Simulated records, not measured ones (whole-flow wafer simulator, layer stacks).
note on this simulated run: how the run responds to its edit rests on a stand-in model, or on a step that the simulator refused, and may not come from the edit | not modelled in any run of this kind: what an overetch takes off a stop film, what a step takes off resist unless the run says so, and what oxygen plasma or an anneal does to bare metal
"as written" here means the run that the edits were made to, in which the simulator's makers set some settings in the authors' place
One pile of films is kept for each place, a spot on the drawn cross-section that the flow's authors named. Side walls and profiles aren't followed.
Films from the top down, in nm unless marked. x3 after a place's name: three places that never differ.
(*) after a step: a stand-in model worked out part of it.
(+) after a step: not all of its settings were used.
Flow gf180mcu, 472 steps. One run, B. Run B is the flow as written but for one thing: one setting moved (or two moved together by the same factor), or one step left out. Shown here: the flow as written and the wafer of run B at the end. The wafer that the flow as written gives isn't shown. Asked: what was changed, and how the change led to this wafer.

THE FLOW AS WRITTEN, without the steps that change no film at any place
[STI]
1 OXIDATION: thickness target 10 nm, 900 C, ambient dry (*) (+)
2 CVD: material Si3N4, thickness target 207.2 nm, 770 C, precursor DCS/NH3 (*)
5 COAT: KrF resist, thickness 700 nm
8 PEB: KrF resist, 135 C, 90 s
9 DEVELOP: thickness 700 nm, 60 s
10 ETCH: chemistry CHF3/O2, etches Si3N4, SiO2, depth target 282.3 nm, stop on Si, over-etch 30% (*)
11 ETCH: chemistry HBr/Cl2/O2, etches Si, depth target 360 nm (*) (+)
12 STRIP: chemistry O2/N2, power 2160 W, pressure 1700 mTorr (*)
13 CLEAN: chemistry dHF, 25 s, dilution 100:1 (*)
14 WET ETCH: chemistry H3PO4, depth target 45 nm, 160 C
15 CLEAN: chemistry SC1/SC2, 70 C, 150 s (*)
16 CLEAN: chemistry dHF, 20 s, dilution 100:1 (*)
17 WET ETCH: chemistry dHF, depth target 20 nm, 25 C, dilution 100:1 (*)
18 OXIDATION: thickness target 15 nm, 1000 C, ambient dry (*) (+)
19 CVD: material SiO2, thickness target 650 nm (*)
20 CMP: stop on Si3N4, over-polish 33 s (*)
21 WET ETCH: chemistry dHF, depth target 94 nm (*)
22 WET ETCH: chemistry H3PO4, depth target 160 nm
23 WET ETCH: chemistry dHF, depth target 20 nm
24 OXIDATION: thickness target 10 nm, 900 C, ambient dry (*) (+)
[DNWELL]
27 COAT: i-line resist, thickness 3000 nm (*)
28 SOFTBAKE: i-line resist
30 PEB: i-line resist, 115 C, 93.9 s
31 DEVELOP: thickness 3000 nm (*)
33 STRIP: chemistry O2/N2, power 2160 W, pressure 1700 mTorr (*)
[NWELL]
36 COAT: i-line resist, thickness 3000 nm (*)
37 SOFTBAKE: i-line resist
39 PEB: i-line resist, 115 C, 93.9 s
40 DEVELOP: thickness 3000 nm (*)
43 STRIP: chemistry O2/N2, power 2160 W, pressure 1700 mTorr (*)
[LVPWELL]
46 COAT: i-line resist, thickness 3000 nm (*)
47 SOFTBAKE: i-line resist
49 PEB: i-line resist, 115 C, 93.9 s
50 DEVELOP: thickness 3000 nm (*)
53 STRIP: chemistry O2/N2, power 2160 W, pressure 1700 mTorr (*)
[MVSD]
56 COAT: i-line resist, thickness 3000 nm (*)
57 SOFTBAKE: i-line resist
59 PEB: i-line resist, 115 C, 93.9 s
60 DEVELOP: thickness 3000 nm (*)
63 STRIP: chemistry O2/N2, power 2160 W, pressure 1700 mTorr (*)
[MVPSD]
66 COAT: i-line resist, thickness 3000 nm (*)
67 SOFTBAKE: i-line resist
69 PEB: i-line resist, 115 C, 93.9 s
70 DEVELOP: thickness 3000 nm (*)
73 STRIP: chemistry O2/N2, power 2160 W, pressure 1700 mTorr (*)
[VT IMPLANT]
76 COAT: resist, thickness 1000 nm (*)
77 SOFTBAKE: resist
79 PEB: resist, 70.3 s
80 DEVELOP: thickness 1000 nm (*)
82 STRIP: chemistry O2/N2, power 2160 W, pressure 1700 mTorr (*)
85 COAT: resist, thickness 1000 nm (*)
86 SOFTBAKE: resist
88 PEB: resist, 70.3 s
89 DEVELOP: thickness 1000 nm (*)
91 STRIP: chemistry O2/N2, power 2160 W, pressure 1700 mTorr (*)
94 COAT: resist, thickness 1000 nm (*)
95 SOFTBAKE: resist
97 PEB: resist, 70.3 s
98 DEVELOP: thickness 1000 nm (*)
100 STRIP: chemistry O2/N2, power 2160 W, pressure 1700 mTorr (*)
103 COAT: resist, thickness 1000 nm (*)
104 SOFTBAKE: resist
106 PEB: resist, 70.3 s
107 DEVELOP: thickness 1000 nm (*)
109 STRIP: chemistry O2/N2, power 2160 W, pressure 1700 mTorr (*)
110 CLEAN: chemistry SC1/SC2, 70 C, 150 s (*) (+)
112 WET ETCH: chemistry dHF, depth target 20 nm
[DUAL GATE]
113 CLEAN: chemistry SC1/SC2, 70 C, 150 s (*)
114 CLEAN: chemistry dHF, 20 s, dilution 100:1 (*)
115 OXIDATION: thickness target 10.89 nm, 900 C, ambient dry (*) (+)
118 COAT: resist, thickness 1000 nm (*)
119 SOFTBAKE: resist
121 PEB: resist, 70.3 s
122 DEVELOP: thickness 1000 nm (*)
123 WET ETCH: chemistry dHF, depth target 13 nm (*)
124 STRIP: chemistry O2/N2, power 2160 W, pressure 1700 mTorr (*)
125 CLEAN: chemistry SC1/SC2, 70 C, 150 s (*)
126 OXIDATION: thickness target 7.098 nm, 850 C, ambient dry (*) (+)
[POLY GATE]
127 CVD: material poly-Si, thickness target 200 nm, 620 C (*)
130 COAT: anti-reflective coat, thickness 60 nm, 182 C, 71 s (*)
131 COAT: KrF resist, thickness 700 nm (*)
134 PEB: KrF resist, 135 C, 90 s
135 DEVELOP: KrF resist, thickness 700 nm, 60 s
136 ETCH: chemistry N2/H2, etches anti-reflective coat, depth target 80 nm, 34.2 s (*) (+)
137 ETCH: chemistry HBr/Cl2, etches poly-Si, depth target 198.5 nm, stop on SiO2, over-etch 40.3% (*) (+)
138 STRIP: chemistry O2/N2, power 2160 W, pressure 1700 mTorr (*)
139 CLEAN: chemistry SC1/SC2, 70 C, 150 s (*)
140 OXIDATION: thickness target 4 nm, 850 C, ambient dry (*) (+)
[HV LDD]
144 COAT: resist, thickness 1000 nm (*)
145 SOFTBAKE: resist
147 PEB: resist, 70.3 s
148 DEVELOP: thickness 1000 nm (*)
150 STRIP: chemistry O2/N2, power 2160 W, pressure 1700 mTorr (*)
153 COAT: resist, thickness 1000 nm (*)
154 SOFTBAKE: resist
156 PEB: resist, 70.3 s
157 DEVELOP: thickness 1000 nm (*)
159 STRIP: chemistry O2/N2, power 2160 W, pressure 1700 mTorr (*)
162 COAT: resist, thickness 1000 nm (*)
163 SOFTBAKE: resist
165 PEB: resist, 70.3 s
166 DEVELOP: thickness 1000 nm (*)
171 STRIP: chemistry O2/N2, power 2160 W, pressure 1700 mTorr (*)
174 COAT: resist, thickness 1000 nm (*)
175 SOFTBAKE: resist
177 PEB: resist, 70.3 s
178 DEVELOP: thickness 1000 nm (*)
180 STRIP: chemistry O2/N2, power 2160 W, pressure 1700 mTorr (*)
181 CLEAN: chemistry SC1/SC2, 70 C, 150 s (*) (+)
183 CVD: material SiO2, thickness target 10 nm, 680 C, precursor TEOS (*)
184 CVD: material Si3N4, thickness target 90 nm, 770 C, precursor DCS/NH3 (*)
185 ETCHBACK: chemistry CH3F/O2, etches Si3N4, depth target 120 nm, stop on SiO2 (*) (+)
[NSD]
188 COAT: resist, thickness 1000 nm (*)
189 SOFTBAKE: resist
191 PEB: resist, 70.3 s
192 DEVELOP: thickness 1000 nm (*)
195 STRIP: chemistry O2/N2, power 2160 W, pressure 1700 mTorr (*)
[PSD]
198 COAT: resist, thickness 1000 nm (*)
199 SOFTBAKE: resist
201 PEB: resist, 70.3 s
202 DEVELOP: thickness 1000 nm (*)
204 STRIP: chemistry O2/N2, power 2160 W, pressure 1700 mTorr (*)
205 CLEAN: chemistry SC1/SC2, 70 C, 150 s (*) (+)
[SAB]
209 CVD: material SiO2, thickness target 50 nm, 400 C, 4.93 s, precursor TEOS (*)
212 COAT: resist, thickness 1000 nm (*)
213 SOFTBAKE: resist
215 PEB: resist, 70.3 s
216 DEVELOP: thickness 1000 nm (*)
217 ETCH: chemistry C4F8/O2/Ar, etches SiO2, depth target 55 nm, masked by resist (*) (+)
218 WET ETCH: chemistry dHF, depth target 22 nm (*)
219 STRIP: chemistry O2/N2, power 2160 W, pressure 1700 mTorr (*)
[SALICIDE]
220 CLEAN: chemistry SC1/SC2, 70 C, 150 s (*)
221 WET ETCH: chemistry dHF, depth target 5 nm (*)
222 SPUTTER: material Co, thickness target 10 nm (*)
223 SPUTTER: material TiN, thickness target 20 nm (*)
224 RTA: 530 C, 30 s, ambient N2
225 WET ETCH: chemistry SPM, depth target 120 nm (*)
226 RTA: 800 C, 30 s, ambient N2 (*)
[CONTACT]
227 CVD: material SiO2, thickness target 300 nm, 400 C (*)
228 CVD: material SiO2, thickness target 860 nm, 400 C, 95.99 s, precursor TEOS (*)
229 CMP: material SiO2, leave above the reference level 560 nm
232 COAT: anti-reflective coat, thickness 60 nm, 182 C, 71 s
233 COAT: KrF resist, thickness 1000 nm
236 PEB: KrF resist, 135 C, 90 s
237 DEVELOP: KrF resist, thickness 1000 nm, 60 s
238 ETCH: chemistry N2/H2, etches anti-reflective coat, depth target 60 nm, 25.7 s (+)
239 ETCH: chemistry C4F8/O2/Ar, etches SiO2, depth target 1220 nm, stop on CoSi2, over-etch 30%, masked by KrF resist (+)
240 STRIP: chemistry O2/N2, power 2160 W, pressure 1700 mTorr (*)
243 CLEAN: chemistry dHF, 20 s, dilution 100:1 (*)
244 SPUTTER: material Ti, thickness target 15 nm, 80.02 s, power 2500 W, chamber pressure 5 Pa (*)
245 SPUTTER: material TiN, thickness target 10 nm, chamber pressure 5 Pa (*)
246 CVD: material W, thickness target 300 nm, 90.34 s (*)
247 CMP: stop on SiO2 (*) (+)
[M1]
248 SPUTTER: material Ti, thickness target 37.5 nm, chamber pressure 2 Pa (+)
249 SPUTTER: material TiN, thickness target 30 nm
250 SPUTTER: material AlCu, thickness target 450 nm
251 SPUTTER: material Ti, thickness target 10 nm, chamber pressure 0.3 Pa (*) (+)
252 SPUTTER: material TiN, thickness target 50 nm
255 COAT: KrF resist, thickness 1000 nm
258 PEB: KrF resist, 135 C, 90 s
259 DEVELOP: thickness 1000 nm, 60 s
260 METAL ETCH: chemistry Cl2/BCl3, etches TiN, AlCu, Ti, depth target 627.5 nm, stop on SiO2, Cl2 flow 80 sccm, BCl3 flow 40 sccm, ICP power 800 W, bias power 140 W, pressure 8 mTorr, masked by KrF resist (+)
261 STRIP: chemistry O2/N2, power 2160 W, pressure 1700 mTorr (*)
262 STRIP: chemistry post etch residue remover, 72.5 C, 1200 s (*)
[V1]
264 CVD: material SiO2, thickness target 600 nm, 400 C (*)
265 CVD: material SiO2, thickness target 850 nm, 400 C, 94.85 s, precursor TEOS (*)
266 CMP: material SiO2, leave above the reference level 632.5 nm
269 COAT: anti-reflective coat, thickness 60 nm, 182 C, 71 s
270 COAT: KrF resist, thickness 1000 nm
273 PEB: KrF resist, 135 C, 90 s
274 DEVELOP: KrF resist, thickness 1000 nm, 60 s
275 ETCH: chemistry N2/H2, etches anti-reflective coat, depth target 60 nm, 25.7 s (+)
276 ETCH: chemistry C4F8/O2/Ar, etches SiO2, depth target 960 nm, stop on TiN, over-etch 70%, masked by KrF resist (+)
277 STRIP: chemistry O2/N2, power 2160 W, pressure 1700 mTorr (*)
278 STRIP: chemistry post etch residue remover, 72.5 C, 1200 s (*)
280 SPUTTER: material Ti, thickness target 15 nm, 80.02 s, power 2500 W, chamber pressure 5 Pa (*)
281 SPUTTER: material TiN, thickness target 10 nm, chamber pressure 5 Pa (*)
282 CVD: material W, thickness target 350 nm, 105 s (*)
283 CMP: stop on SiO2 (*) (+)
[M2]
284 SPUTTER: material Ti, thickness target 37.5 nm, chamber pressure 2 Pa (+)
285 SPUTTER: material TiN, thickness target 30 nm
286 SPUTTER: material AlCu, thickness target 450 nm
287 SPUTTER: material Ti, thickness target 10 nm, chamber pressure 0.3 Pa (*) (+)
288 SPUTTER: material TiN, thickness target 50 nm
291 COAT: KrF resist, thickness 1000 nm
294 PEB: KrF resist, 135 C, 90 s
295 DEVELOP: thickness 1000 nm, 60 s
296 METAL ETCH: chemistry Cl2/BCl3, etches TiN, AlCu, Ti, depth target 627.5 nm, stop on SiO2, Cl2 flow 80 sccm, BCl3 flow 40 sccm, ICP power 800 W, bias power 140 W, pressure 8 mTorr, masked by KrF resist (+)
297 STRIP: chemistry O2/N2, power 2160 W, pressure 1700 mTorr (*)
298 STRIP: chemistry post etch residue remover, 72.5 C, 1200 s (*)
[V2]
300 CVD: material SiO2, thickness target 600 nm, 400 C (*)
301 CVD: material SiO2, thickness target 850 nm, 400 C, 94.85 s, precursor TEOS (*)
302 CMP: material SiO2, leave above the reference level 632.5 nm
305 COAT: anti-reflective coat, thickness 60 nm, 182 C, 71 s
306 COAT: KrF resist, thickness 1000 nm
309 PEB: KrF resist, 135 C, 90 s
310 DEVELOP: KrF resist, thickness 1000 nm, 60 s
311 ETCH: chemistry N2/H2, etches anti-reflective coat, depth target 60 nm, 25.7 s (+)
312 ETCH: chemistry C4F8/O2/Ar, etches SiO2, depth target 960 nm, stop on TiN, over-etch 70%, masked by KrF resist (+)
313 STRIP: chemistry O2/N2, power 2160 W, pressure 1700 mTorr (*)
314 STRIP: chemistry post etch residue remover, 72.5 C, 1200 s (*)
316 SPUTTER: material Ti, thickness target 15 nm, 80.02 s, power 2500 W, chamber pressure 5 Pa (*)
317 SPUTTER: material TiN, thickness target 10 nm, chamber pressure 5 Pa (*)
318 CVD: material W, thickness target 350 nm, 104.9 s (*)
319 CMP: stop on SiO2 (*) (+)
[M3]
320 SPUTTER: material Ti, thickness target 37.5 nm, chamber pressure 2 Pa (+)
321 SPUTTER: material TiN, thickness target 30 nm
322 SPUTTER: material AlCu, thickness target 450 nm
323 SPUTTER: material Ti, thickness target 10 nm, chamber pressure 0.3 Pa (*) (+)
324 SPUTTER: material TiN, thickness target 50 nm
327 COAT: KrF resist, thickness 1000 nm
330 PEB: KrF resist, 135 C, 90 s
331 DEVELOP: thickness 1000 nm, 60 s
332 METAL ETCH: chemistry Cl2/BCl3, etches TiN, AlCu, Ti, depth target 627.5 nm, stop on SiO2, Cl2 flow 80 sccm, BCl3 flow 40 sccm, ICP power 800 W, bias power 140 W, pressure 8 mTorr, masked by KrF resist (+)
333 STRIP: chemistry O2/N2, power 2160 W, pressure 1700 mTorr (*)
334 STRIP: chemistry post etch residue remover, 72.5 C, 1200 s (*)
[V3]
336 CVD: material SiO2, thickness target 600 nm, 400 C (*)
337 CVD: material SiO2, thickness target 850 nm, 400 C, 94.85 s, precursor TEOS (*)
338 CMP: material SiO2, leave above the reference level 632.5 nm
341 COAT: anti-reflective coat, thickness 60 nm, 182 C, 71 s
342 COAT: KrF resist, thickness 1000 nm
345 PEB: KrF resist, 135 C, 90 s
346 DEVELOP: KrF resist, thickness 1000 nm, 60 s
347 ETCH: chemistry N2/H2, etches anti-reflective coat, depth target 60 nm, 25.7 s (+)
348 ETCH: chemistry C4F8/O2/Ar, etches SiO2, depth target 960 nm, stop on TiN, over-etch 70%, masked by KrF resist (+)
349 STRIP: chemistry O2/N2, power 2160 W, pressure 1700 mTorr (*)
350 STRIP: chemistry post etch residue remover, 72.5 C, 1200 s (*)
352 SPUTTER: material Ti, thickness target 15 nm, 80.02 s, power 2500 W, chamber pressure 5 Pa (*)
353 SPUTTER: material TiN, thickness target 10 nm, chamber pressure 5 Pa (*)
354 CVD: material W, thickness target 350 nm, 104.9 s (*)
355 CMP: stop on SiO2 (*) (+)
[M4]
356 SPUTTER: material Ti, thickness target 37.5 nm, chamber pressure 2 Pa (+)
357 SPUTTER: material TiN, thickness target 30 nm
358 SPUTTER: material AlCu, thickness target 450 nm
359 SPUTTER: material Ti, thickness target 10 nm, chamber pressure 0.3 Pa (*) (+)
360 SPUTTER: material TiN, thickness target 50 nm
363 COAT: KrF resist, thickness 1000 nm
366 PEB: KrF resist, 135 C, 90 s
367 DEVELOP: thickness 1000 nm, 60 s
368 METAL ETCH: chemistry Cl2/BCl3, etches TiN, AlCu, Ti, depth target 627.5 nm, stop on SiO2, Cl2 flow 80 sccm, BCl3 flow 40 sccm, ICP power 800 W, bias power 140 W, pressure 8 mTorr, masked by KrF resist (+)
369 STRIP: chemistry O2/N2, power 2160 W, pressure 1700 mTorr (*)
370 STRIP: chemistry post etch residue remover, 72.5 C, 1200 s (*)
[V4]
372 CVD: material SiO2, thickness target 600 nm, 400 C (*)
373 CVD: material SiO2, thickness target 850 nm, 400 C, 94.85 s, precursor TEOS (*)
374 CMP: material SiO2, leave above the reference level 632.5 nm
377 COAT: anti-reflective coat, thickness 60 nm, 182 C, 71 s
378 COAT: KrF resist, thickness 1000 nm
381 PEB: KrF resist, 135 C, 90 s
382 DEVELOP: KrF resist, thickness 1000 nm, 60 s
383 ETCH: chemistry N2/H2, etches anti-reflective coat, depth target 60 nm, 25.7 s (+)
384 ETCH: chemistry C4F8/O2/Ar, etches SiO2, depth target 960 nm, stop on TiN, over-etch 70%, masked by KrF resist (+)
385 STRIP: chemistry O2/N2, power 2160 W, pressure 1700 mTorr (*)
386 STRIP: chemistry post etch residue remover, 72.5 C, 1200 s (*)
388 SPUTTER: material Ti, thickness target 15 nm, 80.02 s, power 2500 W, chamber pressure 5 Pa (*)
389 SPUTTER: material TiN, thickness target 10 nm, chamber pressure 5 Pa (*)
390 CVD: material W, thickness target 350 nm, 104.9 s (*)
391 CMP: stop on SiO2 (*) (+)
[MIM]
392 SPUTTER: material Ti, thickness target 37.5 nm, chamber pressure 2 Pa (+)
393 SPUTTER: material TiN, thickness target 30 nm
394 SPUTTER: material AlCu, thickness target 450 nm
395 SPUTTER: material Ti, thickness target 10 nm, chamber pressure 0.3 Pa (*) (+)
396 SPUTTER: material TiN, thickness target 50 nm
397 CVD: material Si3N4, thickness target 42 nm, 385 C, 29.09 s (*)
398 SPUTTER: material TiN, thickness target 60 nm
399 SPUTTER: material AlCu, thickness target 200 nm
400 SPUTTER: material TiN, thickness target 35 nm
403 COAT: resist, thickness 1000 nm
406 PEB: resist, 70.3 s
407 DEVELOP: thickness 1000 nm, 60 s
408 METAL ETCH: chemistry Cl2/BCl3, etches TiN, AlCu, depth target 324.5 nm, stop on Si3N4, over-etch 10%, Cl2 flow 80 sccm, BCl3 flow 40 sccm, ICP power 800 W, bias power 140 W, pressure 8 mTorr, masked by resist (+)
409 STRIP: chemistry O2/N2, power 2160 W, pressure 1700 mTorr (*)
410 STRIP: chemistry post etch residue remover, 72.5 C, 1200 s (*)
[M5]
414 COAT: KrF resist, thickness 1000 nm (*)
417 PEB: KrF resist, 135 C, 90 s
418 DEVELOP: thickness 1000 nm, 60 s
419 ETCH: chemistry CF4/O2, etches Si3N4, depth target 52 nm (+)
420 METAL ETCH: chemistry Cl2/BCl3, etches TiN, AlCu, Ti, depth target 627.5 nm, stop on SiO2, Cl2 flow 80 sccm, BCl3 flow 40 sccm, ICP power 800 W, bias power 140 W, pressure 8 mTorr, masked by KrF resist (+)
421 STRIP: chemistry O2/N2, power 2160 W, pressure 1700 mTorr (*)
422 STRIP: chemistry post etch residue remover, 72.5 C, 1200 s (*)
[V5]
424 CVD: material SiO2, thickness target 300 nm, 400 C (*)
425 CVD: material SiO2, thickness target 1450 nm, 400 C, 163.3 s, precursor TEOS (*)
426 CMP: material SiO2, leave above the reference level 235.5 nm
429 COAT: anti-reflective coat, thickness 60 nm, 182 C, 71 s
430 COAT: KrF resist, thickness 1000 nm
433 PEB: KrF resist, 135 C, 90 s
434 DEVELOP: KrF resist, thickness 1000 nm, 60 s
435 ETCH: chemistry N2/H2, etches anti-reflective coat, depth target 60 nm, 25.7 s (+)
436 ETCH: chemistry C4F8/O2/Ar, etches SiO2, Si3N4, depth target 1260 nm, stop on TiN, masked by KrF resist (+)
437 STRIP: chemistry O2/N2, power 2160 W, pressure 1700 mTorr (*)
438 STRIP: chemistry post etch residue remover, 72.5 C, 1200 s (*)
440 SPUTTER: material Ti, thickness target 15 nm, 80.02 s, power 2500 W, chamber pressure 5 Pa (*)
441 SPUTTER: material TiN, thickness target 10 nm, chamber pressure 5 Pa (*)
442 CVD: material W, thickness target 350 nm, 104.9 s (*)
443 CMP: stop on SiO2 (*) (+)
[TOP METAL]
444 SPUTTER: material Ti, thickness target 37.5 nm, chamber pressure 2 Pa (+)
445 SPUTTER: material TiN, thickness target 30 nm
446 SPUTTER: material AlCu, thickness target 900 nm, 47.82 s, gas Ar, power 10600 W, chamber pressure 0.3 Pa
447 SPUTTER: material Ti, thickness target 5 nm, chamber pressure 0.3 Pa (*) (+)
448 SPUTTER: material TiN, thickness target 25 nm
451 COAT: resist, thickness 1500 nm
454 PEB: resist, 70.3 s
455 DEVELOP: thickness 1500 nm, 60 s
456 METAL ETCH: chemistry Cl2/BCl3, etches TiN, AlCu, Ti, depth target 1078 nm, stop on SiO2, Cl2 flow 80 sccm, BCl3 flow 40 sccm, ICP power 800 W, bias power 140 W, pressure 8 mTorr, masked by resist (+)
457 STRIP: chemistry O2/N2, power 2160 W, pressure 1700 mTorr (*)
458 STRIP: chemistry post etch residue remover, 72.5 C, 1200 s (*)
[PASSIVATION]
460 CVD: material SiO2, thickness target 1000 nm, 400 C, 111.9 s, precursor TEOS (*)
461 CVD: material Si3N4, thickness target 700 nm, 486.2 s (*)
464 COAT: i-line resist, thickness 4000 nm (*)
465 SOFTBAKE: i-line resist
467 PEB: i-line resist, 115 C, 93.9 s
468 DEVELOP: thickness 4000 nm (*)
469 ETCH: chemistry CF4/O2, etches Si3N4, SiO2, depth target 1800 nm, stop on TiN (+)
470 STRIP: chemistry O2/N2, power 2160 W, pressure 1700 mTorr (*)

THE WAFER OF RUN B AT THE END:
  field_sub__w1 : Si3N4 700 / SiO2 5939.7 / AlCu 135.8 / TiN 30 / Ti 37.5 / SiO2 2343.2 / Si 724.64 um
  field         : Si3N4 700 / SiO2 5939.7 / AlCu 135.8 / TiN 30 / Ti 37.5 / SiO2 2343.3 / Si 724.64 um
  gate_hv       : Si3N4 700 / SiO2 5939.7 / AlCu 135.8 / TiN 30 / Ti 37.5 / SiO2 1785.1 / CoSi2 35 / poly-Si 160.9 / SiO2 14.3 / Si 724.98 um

The cause: step 286, SPUTTER: thickness target 709 nm was run, where the flow has thickness target 450 nm.

How the change led to this, step by step:
  286 SPUTTER: material AlCu, thickness target 450 nm
      field, field__w1, field__w2 and 108 more: AlCu +709 (new film) (as written it would be: AlCu +450 (new film))
  296 METAL ETCH: chemistry Cl2/BCl3, etches TiN, AlCu, Ti, depth target 627.5 nm, stop on SiO2, Cl2 flow 80 sccm, BCl3 flow 40 sccm, ICP power 800 W, bias power 140 W, pressure 8 mTorr, masked by KrF resist (+)
      field, field__w1, field__w2 and 103 more: TiN -50 (all of it), Ti -10 (all of it), AlCu -567.5 (as written it would be: TiN -50 (all of it), Ti -10 (all of it), AlCu -450 (all of it), TiN -30 (all of it), Ti -37.5 (all of it))
  298 STRIP: chemistry post etch residue remover, 72.5 C, 1200 s (*)
      field, field__w1, field__w2 and 103 more: AlCu -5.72 (as written it would be: nothing)
  300 CVD: material SiO2, thickness target 600 nm, 400 C (*)
      field, field__w1, field__w2 and 103 more: SiO2 +600 (new film) (as written it would be: SiO2 +600)
  302 CMP: material SiO2, leave above the reference level 632.5 nm
      field, field__w1, field__w2 and 103 more: SiO2 -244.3 (as written it would be: SiO2 -300)
Counting metal films that touch as one body, field_sub__w1 has 1 body; the flow as written gives 0 bodies.
Counting metal films that touch as one body, field has 1 body; the flow as written gives 0 bodies.
Counting metal films that touch as one body, gate_hv has 2 bodies (between them, from the top down: SiO2 1785.1); the flow as written gives 1 body.
